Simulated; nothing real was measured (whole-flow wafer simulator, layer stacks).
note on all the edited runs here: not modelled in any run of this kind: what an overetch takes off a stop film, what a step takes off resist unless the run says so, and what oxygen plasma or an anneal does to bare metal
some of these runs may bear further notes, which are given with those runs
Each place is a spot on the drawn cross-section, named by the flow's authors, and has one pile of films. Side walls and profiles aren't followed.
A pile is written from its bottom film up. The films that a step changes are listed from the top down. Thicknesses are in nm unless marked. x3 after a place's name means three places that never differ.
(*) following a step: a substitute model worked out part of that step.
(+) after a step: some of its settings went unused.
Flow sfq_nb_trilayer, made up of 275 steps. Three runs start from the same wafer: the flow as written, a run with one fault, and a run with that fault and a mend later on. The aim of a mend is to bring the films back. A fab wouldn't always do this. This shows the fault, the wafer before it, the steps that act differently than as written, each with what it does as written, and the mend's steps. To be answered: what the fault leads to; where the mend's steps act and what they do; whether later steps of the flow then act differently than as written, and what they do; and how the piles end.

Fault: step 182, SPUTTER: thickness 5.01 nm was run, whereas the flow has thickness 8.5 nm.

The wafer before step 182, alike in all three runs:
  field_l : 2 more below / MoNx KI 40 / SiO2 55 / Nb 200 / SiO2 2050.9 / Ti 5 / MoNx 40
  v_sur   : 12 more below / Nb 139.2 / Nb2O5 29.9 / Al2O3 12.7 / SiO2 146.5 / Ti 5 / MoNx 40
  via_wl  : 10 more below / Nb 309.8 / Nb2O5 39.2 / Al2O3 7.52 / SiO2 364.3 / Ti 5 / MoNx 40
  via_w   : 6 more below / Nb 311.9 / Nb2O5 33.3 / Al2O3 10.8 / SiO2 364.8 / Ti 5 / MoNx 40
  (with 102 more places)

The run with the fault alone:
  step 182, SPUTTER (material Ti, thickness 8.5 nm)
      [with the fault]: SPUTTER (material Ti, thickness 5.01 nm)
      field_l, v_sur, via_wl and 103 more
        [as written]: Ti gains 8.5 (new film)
        [with the fault]: Ti gains 5.01 (new film)
  Steps further on in the flow that do not act as written (not shown: 13 more steps that differ only slightly, by at most 2% or 0.5 nm, whichever is larger):
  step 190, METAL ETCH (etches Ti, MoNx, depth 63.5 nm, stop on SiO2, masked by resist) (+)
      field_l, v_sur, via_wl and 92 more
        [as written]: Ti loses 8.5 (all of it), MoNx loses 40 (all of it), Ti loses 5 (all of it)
        [with the fault]: Ti loses 5.01 (all of it), MoNx loses 40 (all of it), Ti loses 5 (all of it)
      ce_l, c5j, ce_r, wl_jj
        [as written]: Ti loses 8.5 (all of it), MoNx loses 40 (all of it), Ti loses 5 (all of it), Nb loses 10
        [with the fault]: Ti loses 5.01 (all of it), MoNx loses 40 (all of it), Ti loses 5 (all of it), Nb loses 13.5
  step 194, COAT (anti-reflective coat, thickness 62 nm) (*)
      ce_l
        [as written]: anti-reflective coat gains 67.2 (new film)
        [with the fault]: anti-reflective coat gains 68.7 (new film)
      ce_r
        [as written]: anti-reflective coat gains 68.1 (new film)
        [with the fault]: anti-reflective coat gains 69.5 (new film)
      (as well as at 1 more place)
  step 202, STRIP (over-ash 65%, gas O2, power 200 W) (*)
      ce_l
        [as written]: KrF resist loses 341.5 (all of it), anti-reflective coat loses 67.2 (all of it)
        [with the fault]: KrF resist loses 342.4 (all of it), anti-reflective coat loses 68.7 (all of it)
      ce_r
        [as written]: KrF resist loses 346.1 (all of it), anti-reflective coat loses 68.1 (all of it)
        [with the fault]: KrF resist loses 346.7 (all of it), anti-reflective coat loses 69.5 (all of it)
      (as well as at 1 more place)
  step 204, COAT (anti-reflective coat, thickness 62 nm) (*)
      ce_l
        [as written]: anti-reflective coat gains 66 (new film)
        [with the fault]: anti-reflective coat gains 67.6 (new film)
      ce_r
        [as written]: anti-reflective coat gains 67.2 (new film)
        [with the fault]: anti-reflective coat gains 68.6 (new film)
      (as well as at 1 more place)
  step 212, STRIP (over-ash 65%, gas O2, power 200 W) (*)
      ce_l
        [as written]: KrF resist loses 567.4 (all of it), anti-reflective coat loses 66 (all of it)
        [with the fault]: KrF resist loses 568.1 (all of it), anti-reflective coat loses 67.6 (all of it)
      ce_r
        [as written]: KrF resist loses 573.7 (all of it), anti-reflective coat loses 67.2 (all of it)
        [with the fault]: KrF resist loses 574.1 (all of it), anti-reflective coat loses 68.6 (all of it)
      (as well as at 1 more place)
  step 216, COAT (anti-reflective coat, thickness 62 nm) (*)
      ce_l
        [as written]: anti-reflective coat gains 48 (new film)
        [with the fault]: anti-reflective coat gains 49.1 (new film)
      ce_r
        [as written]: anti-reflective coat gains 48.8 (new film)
        [with the fault]: anti-reflective coat gains 49.8 (new film)
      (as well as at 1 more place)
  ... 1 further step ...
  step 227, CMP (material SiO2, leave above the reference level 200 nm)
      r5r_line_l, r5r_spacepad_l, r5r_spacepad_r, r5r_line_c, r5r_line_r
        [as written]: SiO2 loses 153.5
        [with the fault]: SiO2 loses 150
  The piles end different from the flow's at ce_l, ce_r, be_r and 7 more by more than 2% or 0.5 nm, whichever is larger.
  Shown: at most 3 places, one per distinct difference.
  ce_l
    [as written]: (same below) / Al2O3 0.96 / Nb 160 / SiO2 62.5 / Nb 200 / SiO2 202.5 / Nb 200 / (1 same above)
    [with the fault]: (same below) / Al2O3 0.96 / Nb 156.5 / SiO2 62.5 / Nb 200 / SiO2 206 / Nb 200 / (1 same above)
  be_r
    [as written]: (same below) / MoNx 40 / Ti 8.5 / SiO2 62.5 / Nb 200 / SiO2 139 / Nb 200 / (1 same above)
    [with the fault]: (same below) / MoNx 40 / Ti 5.01 / SiO2 62.5 / Nb 200 / SiO2 142.5 / Nb 200 / (1 same above)
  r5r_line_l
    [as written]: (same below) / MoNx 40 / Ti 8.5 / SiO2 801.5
    [with the fault]: (same below) / MoNx 40 / Ti 5.01 / SiO2 805

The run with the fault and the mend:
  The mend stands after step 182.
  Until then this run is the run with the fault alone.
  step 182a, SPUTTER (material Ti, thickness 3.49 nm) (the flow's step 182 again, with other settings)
      field_l, v_sur, via_wl and 103 more
        Ti gains 3.49
  None of the later steps of the flow acts differently than as written at any place that is followed.
  At every place that both follow, the piles at the end match the flow's.
